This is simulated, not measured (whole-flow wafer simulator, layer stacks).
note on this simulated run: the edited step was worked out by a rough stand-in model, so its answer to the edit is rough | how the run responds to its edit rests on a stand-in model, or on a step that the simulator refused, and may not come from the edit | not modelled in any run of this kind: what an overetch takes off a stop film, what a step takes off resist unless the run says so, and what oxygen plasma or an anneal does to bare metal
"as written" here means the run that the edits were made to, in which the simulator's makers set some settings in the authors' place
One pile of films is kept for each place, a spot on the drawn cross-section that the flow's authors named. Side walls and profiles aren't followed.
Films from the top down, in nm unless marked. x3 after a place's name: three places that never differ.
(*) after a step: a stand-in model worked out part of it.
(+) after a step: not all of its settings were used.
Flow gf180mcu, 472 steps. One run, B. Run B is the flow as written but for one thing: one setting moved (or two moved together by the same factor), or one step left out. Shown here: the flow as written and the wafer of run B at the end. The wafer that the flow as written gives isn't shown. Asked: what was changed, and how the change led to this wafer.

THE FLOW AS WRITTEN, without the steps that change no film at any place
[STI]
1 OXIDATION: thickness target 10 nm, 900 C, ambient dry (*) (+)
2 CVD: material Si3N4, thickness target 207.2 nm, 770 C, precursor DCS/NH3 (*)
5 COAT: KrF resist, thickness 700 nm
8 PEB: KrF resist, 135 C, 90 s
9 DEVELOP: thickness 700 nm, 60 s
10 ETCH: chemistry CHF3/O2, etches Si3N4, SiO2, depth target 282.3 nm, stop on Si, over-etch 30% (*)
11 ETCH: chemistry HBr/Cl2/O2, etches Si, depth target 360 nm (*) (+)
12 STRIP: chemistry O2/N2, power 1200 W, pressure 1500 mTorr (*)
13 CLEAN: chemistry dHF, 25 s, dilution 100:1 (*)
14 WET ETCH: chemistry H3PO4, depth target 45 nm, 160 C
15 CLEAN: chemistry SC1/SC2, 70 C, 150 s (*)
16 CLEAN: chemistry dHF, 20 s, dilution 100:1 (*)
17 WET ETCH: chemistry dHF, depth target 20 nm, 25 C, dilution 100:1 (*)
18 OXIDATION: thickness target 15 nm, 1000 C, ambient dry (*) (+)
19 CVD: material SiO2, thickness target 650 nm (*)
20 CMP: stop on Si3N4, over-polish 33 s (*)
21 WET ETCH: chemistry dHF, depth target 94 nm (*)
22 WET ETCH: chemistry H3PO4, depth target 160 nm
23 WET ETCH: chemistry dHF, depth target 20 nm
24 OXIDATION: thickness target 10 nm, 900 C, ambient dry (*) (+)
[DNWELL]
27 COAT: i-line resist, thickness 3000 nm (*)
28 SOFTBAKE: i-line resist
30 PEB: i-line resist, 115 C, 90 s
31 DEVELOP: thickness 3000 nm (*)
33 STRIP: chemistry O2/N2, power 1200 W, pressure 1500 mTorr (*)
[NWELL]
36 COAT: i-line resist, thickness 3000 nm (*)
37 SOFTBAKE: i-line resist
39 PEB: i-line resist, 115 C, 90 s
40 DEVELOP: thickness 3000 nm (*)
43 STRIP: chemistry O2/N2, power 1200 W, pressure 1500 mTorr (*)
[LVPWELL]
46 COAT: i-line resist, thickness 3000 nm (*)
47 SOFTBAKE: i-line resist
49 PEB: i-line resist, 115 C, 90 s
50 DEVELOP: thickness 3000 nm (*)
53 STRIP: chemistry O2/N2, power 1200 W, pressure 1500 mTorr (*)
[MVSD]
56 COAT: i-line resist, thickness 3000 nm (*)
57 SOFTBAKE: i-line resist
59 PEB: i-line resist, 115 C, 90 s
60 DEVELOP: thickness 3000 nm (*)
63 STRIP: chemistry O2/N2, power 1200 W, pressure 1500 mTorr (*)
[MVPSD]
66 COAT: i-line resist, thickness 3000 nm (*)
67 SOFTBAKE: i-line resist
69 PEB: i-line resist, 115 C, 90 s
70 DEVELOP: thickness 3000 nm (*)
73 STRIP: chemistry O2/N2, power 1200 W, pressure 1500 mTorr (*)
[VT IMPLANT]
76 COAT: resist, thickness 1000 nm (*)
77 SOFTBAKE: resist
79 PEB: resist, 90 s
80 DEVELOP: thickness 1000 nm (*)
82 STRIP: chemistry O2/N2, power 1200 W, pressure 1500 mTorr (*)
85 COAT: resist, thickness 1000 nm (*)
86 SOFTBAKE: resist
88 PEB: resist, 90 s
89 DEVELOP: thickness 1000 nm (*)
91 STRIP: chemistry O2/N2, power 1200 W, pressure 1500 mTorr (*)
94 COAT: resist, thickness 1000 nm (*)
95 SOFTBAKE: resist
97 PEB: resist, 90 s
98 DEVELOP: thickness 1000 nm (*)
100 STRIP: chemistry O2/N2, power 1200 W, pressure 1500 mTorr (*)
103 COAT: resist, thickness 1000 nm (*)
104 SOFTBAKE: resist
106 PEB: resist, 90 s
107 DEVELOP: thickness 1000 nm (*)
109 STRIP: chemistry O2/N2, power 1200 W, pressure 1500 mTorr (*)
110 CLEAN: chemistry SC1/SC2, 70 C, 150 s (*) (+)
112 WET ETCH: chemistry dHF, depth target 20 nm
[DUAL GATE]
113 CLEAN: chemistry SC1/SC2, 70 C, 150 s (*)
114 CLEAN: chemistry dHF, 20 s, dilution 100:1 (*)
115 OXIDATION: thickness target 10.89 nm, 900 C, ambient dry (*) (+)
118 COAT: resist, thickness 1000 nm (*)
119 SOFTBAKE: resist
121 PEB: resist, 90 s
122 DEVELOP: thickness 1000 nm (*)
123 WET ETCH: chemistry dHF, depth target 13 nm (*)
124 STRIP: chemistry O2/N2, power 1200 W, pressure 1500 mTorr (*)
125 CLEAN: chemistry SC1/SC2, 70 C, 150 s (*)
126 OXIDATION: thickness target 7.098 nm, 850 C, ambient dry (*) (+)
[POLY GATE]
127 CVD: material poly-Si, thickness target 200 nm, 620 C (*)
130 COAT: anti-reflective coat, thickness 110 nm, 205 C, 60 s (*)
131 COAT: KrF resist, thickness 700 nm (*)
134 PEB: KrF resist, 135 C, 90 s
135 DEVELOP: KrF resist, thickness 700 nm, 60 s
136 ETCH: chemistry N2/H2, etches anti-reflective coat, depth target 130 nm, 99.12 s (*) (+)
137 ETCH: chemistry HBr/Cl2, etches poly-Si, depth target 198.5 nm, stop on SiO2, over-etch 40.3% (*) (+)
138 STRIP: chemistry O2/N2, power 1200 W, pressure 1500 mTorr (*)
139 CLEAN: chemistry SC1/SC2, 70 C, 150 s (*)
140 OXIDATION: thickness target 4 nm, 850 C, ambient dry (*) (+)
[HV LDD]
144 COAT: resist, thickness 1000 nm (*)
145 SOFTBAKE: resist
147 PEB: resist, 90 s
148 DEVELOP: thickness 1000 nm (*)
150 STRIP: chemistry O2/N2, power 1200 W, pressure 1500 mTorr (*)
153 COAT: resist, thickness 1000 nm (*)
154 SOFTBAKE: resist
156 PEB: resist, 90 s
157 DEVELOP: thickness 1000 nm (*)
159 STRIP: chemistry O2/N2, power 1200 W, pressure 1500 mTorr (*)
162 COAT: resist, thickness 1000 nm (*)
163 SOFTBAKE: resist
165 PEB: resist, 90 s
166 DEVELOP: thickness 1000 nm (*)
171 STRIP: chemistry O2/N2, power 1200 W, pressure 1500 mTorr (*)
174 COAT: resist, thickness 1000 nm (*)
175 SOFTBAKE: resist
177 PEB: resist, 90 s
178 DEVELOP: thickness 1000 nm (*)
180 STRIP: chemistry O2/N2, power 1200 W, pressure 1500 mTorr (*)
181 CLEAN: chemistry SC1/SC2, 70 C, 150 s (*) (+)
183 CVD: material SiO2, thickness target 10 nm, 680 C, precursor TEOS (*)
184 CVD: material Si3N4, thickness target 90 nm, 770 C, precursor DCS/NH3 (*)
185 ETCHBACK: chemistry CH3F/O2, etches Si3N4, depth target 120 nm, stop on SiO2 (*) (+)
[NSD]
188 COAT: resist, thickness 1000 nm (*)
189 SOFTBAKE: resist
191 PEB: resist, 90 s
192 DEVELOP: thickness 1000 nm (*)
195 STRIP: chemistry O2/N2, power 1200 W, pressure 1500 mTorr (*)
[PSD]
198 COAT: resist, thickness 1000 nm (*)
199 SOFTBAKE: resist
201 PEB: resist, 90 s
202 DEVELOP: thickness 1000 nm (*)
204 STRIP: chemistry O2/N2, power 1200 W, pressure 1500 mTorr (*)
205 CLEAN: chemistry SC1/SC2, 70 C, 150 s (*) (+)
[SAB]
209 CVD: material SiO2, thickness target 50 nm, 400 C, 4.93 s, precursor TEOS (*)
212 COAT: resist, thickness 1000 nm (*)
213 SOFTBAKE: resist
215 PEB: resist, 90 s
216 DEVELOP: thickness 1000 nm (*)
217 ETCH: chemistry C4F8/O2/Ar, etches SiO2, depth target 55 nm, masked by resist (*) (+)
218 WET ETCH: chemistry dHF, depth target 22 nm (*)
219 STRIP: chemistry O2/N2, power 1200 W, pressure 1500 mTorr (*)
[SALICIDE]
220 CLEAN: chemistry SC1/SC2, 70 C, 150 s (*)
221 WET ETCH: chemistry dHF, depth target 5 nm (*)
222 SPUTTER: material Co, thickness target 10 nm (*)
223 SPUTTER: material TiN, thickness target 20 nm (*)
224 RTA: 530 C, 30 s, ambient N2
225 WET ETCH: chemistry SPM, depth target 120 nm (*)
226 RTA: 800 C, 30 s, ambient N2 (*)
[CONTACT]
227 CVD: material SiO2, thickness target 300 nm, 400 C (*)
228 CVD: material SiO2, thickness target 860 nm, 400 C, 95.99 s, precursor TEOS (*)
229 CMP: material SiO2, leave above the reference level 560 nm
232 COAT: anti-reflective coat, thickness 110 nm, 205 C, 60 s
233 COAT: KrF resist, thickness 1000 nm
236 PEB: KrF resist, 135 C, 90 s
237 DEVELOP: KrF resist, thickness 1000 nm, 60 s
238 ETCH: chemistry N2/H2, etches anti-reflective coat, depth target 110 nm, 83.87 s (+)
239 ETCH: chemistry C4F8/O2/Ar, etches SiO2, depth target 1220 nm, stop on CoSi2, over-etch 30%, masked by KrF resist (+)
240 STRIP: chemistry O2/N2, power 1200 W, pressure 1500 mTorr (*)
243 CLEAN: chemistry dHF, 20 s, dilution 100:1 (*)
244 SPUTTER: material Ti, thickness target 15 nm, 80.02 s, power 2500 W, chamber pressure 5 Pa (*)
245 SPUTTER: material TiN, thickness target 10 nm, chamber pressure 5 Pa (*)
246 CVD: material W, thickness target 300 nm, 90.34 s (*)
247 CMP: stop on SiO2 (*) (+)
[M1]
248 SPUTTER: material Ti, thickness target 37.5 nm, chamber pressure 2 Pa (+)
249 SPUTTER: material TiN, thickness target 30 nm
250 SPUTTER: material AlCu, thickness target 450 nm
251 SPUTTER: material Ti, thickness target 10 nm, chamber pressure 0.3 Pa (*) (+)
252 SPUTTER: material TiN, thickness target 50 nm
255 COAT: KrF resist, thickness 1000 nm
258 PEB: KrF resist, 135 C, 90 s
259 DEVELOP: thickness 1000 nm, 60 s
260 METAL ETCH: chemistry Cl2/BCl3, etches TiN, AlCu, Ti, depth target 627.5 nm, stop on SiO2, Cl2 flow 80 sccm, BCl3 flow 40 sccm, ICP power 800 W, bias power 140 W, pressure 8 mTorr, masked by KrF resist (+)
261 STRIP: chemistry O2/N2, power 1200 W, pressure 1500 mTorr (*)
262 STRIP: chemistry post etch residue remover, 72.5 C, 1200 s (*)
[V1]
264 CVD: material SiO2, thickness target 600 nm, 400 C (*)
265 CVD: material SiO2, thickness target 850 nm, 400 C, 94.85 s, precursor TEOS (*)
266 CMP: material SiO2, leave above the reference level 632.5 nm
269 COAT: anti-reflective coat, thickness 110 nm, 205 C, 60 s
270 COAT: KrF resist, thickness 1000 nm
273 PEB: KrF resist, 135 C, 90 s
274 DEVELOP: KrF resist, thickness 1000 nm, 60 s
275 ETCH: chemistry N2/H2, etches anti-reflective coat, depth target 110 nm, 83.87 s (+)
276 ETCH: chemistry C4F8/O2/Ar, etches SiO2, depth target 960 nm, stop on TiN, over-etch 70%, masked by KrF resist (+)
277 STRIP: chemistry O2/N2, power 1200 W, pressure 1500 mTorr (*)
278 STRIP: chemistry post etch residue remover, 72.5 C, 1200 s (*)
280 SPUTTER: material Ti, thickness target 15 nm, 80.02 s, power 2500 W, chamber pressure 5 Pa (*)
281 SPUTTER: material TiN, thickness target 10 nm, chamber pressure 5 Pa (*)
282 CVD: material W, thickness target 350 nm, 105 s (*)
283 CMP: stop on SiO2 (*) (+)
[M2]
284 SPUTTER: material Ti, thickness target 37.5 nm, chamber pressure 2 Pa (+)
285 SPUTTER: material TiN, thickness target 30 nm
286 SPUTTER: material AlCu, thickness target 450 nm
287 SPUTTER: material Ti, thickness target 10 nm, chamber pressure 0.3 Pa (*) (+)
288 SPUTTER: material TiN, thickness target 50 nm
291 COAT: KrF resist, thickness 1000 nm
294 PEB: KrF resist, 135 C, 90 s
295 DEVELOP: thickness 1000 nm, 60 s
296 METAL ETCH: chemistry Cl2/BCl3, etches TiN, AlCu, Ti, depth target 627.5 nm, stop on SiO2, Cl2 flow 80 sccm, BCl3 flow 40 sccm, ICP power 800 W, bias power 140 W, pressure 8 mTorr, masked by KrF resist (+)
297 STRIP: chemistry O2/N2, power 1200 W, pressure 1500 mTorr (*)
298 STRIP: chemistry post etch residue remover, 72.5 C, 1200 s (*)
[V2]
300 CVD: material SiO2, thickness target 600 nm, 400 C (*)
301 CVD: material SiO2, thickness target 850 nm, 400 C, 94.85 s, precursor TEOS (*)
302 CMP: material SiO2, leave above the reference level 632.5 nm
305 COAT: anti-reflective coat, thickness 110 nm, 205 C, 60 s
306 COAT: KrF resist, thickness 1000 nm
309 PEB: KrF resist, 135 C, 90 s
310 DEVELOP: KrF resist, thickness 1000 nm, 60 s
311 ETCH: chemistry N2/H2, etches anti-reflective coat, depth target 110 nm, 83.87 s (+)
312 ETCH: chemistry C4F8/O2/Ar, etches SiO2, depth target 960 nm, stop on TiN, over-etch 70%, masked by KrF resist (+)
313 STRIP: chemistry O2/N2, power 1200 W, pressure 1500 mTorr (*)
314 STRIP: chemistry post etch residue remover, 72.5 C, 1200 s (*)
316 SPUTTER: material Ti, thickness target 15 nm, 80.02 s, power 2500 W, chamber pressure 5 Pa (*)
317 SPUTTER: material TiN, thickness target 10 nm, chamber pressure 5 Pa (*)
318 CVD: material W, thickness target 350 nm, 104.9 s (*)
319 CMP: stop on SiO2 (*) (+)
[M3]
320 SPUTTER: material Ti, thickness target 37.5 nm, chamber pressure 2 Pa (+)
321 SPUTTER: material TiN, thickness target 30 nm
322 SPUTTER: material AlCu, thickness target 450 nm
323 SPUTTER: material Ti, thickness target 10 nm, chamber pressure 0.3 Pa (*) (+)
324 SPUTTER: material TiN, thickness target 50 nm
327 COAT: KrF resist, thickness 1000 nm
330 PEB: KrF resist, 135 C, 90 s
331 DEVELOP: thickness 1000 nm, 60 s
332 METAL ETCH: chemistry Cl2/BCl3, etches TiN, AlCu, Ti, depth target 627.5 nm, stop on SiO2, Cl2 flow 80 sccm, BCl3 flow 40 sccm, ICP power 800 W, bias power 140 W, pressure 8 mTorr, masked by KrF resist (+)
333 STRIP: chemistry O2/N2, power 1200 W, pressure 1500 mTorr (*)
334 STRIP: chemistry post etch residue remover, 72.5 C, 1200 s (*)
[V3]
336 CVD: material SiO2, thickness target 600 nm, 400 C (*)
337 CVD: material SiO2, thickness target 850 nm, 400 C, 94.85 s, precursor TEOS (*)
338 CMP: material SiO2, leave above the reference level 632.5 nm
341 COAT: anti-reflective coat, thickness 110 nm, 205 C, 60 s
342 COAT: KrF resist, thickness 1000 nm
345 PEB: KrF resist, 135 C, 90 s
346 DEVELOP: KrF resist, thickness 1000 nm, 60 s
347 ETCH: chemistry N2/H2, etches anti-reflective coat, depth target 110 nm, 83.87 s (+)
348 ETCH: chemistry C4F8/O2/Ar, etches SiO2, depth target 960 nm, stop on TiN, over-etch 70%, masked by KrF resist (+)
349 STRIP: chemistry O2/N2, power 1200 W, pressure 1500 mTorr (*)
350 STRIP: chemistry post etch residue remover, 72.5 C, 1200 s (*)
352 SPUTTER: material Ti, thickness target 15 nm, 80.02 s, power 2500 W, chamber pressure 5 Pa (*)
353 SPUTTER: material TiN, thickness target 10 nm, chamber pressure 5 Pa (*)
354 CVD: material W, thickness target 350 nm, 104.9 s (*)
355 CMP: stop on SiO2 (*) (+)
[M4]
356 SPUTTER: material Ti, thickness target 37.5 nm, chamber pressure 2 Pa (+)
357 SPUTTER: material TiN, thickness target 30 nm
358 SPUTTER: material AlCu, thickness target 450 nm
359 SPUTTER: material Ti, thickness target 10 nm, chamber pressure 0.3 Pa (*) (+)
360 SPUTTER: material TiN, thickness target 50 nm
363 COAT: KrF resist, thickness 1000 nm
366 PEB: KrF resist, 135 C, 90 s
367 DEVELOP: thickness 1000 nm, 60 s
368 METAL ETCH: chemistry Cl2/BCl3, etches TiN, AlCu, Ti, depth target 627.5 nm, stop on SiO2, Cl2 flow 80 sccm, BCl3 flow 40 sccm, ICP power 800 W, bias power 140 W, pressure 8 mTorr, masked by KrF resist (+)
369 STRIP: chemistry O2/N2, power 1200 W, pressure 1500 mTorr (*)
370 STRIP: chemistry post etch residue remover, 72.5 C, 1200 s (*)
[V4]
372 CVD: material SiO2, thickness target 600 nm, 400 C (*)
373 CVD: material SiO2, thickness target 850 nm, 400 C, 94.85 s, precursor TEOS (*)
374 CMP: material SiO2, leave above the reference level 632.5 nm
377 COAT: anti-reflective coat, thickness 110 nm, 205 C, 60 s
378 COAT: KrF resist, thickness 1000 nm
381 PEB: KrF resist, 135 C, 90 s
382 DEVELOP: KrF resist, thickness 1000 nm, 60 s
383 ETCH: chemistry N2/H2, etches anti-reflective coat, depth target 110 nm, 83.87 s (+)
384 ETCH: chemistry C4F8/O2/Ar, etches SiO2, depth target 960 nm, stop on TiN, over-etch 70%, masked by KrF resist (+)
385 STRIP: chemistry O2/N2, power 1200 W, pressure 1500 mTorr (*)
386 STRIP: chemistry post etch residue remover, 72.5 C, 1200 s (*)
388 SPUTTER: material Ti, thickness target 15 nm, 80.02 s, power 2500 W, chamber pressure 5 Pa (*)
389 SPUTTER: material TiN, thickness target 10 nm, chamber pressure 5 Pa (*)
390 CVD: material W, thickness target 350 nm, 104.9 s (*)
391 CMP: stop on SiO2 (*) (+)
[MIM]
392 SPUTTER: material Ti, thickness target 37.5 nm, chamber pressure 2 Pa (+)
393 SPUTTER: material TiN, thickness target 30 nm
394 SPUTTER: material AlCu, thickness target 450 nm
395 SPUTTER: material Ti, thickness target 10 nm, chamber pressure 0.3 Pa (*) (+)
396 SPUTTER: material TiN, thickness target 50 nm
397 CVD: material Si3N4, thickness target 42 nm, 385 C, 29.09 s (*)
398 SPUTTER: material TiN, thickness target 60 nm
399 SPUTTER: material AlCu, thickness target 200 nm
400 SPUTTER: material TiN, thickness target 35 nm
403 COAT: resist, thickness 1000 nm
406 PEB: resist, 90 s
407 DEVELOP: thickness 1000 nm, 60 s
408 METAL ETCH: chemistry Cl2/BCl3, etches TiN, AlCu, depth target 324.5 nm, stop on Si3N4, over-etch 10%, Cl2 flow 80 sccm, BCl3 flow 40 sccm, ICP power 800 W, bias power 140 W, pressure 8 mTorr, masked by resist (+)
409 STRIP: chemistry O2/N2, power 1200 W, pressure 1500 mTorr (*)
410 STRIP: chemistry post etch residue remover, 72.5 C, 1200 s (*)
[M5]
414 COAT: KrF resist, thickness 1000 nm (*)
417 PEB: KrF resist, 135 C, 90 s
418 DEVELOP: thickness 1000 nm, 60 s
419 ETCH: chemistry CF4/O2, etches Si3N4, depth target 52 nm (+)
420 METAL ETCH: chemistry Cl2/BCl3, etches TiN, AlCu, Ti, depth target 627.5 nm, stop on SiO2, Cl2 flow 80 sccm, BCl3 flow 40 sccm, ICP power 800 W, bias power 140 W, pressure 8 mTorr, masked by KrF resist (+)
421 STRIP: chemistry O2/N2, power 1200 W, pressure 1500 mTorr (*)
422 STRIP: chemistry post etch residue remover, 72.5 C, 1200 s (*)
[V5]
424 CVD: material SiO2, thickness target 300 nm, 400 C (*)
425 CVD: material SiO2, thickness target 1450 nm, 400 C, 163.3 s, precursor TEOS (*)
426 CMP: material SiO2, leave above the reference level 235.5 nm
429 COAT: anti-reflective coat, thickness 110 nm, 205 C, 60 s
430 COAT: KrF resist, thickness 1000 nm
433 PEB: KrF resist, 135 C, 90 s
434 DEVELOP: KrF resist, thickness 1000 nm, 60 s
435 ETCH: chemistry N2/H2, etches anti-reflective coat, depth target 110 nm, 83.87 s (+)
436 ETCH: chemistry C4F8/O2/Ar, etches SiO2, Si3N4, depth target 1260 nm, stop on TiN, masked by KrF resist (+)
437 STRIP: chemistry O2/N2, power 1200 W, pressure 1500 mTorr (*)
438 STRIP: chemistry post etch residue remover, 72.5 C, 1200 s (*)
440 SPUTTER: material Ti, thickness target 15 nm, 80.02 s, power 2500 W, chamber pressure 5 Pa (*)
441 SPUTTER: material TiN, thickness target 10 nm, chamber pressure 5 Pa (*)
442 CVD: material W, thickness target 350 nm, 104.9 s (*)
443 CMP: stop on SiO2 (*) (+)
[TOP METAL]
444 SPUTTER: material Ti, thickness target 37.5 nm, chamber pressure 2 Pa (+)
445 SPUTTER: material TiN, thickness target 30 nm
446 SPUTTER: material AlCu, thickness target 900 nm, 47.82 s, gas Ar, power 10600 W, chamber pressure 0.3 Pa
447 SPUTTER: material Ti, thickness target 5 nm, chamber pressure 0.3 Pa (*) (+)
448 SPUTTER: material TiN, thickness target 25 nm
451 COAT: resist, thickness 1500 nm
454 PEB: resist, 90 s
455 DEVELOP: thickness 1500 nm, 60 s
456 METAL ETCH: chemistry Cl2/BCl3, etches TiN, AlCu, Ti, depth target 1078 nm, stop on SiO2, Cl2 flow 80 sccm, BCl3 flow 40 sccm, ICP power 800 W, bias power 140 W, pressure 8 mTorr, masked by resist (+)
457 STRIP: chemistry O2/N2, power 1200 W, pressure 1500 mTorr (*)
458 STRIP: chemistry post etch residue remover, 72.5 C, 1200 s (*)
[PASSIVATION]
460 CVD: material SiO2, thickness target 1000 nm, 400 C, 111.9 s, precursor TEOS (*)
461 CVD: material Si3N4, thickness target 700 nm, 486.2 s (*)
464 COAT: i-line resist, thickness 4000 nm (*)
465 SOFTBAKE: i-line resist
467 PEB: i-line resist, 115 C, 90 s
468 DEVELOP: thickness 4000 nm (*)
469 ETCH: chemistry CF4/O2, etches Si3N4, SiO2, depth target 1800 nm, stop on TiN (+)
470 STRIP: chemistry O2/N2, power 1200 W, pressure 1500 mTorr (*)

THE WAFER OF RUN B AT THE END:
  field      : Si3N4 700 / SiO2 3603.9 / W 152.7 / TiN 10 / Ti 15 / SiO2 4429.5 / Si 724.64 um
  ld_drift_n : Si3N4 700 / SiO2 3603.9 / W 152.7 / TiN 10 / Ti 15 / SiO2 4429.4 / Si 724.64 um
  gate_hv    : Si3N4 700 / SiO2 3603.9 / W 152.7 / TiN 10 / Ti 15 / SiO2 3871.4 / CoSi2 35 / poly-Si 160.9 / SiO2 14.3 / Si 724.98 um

The cause: step 337, CVD: thickness target 340 nm was run, where the flow has thickness target 850 nm.

How the change led to this, step by step:
  337 CVD: material SiO2, thickness target 850 nm, 400 C, 94.85 s, precursor TEOS (*)
      field, field__w1, field__w2 and 108 more: SiO2 +340 (as written it would be: SiO2 +850)
  338 CMP: material SiO2, leave above the reference level 632.5 nm
      field, field__w1, field__w2 and 103 more: nothing (as written it would be: SiO2 -300)
      field__w8, contact, m1, m1__w1, m1_nw: SiO2 -367.1 (as written it would be: SiO2 -877.1)
  341 COAT: anti-reflective coat, thickness 110 nm, 205 C, 60 s
      field__w6, ld_sd_n: anti-reflective coat +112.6 (new film) (as written it would be: anti-reflective coat +110 (new film))
      field: anti-reflective coat +202.7 (new film) (as written it would be: anti-reflective coat +110 (new film))
      (and at 23 more places)
  342 COAT: KrF resist, thickness 1000 nm
      field: KrF resist +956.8 (new film) (as written it would be: KrF resist +1000 (new film))
      field__w1: KrF resist +1021 (new film) (as written it would be: KrF resist +1000 (new film))
      (and at 13 more places)
  345 PEB: KrF resist, 135 C, 90 s
      n_well: KrF resist -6 (as written it would be: KrF resist -6.68)
      contact: KrF resist -5.69 (as written it would be: KrF resist -6.68)
      (and at 7 more places)
  346 DEVELOP: KrF resist, thickness 1000 nm, 60 s
      contact: KrF resist -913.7 (all of it) (as written it would be: KrF resist -993.3 (all of it))
  347 ETCH: chemistry N2/H2, etches anti-reflective coat, depth target 110 nm, 83.87 s (+)
      contact: anti-reflective coat -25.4 (all of it), SiO2 -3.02 (as written it would be: anti-reflective coat -110 (all of it), SiO2 -0.85)
  349 STRIP: chemistry O2/N2, power 1200 W, pressure 1500 mTorr (*)
      field: KrF resist -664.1 (all of it), anti-reflective coat -202.7 (all of it) (as written it would be: KrF resist -706.9 (all of it), anti-reflective coat -110 (all of it))
      field__w1: KrF resist -727.8 (all of it), anti-reflective coat -97.7 (all of it) (as written it would be: KrF resist -706.9 (all of it), anti-reflective coat -110 (all of it))
      (and at 25 more places)
  352 SPUTTER: material Ti, thickness target 15 nm, 80.02 s, power 2500 W, chamber pressure 5 Pa (*)
      contact: Ti +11 (new film) (as written it would be: Ti +9.65 (new film))
  353 SPUTTER: material TiN, thickness target 10 nm, chamber pressure 5 Pa (*)
      contact: TiN +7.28 (new film) (as written it would be: TiN +6.4 (new film))
  354 CVD: material W, thickness target 350 nm, 104.9 s (*)
      contact: W +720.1 (new film) (as written it would be: W +932.3 (new film))
  355 CMP: stop on SiO2 (*) (+)
      field, field__w1, field__w2 and 103 more: W -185 (as written it would be: W -350 (all of it), TiN -10 (all of it), Ti -15 (all of it), SiO2 -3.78)
      field__w8, m1, m1__w1, m1_nw: W -350 (all of it), TiN -10 (all of it), Ti -15 (all of it), SiO2 -20 (as written it would be: W -350 (all of it), TiN -10 (all of it), Ti -15 (all of it), SiO2 -3.78)
      (and at 1 more place)
  368 METAL ETCH: chemistry Cl2/BCl3, etches TiN, AlCu, Ti, depth target 627.5 nm, stop on SiO2, Cl2 flow 80 sccm, BCl3 flow 40 sccm, ICP power 800 W, bias power 140 W, pressure 8 mTorr, masked by KrF resist (+)
      field, field__w1, field__w2 and 103 more: TiN -50 (all of it), Ti -10 (all of it), AlCu -450 (all of it), TiN -30 (all of it), Ti -37.5 (all of it), W -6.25 (as written it would be: TiN -50 (all of it), Ti -10 (all of it), AlCu -450 (all of it), TiN -30 (all of it), Ti -37.5 (all of it))
  370 STRIP: chemistry post etch residue remover, 72.5 C, 1200 s (*)
      field, field__w1, field__w2 and 103 more: W -6.01 (as written it would be: nothing)
  372 CVD: material SiO2, thickness target 600 nm, 400 C (*)
      field, field__w1, field__w2 and 103 more: SiO2 +600 (new film) (as written it would be: SiO2 +600)
  374 CMP: material SiO2, leave above the reference level 632.5 nm
      field, field__w1, field__w2 and 103 more: SiO2 -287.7 (as written it would be: SiO2 -300)
Counting metal films that touch as one body, field has 1 body; the flow as written gives 0 bodies.
Counting metal films that touch as one body, ld_drift_n has 1 body; the flow as written gives 0 bodies.
Counting metal films that touch as one body, gate_hv has 2 bodies (between them, from the top down: SiO2 3871.4); the flow as written gives 1 body.
